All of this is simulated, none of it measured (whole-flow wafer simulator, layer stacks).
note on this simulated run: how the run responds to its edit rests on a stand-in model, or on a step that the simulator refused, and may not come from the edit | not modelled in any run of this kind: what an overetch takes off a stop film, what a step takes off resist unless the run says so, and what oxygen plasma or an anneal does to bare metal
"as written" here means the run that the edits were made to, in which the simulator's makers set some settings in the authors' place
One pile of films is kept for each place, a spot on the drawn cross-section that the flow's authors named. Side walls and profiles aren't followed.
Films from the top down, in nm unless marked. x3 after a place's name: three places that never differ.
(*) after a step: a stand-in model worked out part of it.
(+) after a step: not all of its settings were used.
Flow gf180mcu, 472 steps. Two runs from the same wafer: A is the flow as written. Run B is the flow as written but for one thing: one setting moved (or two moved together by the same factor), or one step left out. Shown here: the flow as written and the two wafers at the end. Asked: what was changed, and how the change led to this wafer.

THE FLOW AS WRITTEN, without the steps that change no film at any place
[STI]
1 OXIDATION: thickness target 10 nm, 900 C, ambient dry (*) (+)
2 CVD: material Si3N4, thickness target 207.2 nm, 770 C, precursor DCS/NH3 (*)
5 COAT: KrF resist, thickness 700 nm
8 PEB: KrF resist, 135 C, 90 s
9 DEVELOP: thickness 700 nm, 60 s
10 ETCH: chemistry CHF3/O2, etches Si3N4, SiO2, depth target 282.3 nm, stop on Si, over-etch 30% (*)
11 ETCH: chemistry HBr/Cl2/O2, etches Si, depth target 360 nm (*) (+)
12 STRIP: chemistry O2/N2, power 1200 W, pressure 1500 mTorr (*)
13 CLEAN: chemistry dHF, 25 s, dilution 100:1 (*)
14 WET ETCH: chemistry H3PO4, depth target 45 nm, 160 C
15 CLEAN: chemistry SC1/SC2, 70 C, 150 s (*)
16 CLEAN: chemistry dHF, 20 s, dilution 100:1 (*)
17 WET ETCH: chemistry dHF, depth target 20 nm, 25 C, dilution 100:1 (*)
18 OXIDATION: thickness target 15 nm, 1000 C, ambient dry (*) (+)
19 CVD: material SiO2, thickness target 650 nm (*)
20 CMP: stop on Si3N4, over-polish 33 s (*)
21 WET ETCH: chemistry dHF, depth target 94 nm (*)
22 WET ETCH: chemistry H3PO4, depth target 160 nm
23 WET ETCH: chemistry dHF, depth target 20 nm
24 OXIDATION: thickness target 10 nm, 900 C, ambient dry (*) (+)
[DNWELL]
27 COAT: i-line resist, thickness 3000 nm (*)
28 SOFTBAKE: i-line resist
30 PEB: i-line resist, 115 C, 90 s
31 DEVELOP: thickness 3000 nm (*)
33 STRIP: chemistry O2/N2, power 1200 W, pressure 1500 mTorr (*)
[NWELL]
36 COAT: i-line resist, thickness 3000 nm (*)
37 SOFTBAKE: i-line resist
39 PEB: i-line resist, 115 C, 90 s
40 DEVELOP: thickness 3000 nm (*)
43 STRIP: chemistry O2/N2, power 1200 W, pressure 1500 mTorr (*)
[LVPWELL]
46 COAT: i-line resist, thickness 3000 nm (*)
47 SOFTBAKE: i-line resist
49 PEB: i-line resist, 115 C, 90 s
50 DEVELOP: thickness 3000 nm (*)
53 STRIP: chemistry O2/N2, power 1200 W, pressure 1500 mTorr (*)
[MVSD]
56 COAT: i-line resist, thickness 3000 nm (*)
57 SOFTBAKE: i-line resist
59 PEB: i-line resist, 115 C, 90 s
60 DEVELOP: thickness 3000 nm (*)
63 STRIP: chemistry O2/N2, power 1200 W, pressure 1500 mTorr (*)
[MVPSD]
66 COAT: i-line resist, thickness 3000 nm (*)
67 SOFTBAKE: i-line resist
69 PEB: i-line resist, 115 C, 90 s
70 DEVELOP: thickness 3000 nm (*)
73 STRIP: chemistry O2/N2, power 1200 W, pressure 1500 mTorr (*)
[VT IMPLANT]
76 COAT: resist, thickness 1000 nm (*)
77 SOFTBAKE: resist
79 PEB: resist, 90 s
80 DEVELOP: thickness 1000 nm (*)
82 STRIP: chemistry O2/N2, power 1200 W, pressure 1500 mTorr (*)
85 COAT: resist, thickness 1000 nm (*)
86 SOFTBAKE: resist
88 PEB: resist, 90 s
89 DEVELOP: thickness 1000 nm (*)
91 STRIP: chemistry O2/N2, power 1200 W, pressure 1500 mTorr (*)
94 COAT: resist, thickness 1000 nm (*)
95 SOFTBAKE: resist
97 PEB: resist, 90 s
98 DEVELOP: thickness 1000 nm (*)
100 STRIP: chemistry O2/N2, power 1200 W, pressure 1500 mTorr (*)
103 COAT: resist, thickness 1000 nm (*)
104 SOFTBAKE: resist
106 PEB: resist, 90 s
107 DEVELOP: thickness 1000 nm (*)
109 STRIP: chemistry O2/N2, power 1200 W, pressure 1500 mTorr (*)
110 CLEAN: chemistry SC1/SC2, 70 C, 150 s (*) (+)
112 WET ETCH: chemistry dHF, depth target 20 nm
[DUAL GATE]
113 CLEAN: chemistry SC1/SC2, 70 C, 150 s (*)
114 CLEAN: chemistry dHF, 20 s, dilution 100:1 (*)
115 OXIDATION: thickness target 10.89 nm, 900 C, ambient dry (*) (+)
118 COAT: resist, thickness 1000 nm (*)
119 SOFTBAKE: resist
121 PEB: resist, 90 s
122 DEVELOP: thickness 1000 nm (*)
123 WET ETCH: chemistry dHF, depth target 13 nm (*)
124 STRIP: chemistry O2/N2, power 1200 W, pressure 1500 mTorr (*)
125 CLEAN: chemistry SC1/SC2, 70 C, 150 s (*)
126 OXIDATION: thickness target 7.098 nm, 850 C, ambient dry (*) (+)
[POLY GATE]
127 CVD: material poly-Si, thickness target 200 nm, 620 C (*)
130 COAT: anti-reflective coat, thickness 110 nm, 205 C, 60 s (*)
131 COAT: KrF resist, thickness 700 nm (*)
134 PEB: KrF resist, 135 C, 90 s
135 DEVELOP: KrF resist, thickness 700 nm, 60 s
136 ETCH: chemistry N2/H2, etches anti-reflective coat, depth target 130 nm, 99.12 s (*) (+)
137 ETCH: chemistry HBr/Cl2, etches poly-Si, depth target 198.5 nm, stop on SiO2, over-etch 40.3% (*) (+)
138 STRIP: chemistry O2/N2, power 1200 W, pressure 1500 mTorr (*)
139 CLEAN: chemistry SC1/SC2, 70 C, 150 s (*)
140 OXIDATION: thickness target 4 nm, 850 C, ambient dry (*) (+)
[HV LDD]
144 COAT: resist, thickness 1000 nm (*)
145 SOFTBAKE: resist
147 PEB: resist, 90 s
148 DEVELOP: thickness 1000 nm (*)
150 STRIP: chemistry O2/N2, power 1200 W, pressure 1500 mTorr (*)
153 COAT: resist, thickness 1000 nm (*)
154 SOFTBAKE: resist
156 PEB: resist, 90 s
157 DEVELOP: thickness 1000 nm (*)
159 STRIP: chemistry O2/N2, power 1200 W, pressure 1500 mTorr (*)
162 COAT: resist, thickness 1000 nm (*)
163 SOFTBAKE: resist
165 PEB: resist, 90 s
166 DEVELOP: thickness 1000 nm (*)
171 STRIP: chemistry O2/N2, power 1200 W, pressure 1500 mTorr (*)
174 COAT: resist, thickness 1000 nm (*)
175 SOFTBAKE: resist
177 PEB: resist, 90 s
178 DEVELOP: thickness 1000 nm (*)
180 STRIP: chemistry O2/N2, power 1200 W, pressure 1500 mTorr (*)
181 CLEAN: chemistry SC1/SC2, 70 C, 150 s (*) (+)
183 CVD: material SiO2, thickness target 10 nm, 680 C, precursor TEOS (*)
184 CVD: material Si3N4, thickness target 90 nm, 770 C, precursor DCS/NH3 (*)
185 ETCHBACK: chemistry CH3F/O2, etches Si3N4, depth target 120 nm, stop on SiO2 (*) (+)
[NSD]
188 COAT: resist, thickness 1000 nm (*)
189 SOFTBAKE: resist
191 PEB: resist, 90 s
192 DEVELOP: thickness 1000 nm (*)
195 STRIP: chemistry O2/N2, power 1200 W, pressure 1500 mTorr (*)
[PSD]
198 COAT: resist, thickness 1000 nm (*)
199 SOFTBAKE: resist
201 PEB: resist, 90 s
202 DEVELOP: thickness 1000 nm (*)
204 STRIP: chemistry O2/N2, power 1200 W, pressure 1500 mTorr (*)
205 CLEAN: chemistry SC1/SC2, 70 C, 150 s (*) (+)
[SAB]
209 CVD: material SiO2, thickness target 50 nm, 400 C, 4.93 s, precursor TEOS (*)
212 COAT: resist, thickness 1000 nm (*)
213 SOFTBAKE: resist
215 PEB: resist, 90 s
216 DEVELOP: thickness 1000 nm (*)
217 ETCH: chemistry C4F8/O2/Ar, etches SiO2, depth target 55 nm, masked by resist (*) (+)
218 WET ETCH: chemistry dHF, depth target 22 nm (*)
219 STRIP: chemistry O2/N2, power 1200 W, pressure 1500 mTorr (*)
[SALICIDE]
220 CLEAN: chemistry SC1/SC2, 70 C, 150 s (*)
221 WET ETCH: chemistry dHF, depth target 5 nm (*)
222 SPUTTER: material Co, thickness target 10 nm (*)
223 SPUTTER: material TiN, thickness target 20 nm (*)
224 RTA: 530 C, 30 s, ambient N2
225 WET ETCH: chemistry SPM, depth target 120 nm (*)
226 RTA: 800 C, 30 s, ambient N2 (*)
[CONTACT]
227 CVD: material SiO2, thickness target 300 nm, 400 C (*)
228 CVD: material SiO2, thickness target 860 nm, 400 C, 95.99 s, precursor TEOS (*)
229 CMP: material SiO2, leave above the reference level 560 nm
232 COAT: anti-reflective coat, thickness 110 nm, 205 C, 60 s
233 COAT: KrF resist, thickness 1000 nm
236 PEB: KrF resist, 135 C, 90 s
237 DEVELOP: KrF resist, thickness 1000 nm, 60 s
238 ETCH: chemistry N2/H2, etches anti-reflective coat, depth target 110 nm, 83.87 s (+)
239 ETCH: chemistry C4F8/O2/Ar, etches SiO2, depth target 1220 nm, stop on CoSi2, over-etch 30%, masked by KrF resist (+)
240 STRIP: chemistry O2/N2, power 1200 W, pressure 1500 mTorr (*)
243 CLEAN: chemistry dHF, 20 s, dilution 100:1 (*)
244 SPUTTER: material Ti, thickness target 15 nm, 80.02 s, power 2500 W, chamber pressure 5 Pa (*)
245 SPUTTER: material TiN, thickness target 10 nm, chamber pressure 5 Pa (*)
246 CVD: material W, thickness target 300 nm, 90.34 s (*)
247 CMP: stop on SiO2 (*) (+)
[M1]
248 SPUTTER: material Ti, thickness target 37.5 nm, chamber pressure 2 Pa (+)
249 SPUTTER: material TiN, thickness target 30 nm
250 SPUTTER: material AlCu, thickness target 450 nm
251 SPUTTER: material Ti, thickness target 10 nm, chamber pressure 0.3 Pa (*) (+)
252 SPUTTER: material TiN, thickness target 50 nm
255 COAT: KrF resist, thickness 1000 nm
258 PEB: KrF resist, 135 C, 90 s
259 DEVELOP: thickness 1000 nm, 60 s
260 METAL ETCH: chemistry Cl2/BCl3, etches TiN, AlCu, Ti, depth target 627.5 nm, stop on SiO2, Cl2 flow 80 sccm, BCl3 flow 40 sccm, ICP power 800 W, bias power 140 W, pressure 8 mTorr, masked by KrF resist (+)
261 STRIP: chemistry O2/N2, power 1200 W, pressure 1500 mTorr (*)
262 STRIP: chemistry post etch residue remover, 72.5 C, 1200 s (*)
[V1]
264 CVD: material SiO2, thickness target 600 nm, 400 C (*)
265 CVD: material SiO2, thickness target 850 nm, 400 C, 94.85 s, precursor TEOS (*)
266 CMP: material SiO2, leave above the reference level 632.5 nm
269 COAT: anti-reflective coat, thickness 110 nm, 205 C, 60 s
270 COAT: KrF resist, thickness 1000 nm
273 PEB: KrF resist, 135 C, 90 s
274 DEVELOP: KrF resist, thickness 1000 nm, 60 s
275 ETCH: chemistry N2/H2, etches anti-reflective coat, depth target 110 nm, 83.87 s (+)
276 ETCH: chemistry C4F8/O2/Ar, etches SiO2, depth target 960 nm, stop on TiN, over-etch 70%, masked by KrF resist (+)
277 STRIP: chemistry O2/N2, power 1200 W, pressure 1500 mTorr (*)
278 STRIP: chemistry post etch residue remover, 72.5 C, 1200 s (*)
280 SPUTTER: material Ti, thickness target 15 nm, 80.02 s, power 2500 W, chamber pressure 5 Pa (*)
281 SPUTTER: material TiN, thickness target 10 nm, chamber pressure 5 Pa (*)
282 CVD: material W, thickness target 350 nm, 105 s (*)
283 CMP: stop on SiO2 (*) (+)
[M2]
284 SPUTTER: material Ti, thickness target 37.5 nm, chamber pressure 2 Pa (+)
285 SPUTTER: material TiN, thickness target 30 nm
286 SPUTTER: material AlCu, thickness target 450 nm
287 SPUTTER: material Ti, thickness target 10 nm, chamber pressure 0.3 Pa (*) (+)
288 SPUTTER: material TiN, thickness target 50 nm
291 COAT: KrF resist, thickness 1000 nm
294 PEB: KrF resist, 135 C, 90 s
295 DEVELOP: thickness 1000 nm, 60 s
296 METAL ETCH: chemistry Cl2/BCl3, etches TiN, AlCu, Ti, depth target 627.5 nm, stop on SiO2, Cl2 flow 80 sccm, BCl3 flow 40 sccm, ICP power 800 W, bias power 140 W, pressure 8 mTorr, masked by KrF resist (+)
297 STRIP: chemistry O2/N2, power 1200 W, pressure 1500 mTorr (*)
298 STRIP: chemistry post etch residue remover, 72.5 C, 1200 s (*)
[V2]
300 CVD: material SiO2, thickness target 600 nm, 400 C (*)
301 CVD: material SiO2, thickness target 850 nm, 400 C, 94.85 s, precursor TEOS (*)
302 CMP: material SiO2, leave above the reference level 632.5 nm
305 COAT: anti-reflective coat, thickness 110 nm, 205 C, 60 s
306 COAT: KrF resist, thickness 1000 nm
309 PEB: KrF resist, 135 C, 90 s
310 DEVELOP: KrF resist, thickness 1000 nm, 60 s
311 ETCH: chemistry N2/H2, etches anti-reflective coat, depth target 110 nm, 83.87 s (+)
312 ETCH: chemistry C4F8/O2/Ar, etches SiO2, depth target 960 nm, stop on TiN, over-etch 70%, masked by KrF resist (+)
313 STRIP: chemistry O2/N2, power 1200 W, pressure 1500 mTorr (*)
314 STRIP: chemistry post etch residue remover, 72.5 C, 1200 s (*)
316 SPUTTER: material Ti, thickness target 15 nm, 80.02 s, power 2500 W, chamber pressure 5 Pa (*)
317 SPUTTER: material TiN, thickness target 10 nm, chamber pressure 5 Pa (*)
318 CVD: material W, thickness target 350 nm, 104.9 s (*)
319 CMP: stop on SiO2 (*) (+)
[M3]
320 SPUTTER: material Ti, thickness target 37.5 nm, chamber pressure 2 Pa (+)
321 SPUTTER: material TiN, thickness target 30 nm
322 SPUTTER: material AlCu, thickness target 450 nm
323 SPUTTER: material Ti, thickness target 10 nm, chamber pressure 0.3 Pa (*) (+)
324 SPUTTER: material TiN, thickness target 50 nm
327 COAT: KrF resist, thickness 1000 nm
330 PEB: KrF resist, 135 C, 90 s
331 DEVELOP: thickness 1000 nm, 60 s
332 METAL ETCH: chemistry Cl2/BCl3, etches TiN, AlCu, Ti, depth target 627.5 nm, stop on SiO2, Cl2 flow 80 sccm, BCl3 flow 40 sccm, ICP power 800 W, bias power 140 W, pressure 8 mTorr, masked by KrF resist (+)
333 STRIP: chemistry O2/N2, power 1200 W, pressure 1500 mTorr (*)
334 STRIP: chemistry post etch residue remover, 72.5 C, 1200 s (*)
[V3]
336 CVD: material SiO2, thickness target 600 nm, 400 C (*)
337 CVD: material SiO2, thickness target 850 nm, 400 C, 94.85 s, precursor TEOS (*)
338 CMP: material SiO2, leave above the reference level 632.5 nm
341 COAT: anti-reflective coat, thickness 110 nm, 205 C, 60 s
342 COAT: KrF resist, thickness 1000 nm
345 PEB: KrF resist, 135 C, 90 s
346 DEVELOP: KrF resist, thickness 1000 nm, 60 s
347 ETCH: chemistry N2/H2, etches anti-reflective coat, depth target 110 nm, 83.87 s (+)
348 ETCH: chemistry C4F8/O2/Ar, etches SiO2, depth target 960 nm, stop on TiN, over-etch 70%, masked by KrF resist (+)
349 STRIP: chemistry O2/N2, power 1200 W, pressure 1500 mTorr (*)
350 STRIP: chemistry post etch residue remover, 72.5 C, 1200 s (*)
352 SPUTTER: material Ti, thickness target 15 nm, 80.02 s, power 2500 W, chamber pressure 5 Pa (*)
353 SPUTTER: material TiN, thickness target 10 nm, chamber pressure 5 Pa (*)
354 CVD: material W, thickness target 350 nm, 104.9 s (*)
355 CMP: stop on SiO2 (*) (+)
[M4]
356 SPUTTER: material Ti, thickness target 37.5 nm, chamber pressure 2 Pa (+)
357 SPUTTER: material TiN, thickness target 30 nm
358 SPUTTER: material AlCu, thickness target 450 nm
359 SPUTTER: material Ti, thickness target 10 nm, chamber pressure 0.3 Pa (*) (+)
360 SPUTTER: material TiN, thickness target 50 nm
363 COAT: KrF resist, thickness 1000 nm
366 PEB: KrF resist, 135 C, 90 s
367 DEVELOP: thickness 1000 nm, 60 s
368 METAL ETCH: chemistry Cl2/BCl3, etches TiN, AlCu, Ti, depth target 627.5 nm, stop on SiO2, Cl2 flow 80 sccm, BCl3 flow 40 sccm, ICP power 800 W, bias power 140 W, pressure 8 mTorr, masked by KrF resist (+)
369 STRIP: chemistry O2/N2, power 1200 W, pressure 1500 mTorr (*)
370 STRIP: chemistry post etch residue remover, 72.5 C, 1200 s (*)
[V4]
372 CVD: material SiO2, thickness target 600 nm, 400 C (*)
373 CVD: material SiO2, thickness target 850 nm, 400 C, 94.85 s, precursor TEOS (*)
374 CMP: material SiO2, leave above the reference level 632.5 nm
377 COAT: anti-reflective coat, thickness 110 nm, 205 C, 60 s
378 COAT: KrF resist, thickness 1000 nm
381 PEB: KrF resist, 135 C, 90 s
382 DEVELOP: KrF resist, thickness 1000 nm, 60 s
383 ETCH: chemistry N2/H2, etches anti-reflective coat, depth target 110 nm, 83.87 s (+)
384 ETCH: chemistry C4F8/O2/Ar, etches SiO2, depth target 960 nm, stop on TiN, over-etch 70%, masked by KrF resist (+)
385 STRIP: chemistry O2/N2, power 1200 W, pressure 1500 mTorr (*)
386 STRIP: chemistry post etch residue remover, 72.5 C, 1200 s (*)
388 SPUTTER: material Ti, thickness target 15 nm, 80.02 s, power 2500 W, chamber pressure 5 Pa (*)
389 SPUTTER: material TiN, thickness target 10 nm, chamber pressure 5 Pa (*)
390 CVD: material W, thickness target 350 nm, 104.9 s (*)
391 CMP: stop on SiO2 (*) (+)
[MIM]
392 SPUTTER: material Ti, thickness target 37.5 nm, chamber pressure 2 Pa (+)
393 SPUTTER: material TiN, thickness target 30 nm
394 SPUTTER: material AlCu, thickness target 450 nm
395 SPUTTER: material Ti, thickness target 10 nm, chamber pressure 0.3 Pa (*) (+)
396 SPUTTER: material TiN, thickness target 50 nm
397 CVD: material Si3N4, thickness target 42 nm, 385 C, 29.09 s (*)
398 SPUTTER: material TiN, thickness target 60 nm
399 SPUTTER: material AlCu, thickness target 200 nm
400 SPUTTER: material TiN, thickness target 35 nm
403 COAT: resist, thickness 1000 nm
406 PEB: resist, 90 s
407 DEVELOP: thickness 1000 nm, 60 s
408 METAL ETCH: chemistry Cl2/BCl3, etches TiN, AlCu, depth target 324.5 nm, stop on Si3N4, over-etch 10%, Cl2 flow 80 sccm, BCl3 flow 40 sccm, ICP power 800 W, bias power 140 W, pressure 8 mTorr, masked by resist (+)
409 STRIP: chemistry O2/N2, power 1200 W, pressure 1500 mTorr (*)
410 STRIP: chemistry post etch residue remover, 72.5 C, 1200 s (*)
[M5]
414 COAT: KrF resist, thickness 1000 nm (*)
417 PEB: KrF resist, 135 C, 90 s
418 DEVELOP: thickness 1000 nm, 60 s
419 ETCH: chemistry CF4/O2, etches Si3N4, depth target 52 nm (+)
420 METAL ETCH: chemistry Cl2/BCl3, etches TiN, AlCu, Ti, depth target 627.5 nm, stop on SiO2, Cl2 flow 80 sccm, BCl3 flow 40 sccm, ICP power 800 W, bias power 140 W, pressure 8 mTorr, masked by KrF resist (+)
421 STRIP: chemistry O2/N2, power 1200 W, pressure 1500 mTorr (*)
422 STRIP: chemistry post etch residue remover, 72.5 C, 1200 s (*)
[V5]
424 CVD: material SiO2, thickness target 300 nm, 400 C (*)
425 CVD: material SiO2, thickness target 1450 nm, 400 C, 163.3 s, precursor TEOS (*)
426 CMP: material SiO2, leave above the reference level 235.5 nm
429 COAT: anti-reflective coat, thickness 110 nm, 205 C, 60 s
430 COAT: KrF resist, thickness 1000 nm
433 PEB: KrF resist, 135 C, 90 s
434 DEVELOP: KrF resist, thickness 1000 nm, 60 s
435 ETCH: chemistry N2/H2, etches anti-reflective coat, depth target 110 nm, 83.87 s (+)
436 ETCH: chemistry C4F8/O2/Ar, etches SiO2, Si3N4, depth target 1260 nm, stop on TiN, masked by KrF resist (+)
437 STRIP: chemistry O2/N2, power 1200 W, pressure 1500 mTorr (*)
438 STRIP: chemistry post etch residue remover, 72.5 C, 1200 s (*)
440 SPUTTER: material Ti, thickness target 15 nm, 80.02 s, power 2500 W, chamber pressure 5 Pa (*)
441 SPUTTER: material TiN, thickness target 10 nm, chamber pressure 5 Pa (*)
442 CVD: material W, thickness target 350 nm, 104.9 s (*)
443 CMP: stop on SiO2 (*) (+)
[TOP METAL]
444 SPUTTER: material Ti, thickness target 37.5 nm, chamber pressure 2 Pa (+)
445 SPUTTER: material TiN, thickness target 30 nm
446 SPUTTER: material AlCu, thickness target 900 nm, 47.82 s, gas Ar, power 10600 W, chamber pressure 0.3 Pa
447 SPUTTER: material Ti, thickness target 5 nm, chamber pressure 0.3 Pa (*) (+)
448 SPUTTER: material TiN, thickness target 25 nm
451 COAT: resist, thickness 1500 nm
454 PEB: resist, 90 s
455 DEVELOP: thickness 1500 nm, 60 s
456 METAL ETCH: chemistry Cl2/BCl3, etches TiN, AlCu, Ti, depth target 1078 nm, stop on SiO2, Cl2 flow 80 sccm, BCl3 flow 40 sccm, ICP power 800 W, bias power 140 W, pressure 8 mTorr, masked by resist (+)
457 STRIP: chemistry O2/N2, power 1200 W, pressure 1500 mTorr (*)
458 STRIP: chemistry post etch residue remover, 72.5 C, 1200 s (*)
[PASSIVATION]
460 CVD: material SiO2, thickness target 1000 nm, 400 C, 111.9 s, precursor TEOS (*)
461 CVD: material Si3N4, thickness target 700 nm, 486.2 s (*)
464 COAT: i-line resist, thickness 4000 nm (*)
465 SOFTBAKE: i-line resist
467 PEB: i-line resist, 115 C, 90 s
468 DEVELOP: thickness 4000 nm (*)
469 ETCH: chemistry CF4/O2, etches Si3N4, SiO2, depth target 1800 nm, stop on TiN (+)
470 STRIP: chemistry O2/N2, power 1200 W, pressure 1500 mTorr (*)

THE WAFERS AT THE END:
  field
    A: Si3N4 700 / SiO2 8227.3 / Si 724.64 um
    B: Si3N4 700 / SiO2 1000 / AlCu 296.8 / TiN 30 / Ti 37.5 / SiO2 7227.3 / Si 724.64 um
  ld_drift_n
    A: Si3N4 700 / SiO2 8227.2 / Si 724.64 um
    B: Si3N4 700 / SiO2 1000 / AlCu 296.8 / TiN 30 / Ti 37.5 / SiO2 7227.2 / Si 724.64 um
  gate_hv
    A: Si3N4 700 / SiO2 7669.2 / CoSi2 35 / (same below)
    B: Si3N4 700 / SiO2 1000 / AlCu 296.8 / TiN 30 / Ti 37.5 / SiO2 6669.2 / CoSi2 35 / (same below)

The cause: step 446, SPUTTER: thickness target 1350 nm was run, where the flow has thickness target 900 nm.

How the change led to this, step by step:
  446 SPUTTER: material AlCu, thickness target 900 nm, 47.82 s, gas Ar, power 10600 W, chamber pressure 0.3 Pa
      field, field__w1, field__w2 and 109 more: A AlCu +900 (new film) | B AlCu +1350 (new film)
  456 METAL ETCH: chemistry Cl2/BCl3, etches TiN, AlCu, Ti, depth target 1078 nm, stop on SiO2, Cl2 flow 80 sccm, BCl3 flow 40 sccm, ICP power 800 W, bias power 140 W, pressure 8 mTorr, masked by resist (+)
      field, field__w1, field__w2 and 103 more: A TiN -25 (all of it), Ti -5 (all of it), AlCu -900 (all of it), TiN -30 (all of it), Ti -37.5 (all of it) | B TiN -25 (all of it), Ti -5 (all of it), AlCu -1047.5
  458 STRIP: chemistry post etch residue remover, 72.5 C, 1200 s (*)
      field, field__w1, field__w2 and 103 more: A nothing | B AlCu -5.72
  460 CVD: material SiO2, thickness target 1000 nm, 400 C, 111.9 s, precursor TEOS (*)
      field, field__w1, field__w2 and 103 more: A SiO2 +1000 | B SiO2 +1000 (new film)
  464 COAT: i-line resist, thickness 4000 nm (*)
      field__w8: A i-line resist +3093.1 (new film) | B i-line resist +3018.1 (new film)
      contact: A i-line resist +3153.6 (new film) | B i-line resist +3059.2 (new film)
      (and at 4 more places)
  465 SOFTBAKE: i-line resist
      field__w5, field__w9: A i-line resist +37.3 | B i-line resist +34.2
      field__w11, field__w13: A i-line resist +37.9 | B i-line resist +35.5
      (and at 56 more places)
  467 PEB: i-line resist, 115 C, 90 s
      field__w8, m1__w1: A i-line resist -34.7 | B i-line resist -33.3
      contact, m1: A i-line resist -35.1 | B i-line resist -33.6
      (and at 2 more places)
  468 DEVELOP: thickness 4000 nm (*)
      pad: A i-line resist -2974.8 (all of it) | B i-line resist -2889.9 (all of it)
  470 STRIP: chemistry O2/N2, power 1200 W, pressure 1500 mTorr (*)
      field__w8, m1__w1: A i-line resist -1787.7 (all of it) | B i-line resist -1705.3 (all of it)
      contact: A i-line resist -1811.2 (all of it) | B i-line resist -1722 (all of it)
      (and at 2 more places)
Counting metal films that touch as one body, field has 1 body; the flow as written gives 0 bodies.
Counting metal films that touch as one body, ld_drift_n has 1 body; the flow as written gives 0 bodies.
Counting metal films that touch as one body, gate_hv has 2 bodies (between them, from the top down: SiO2 6669.2); the flow as written gives 1 body.
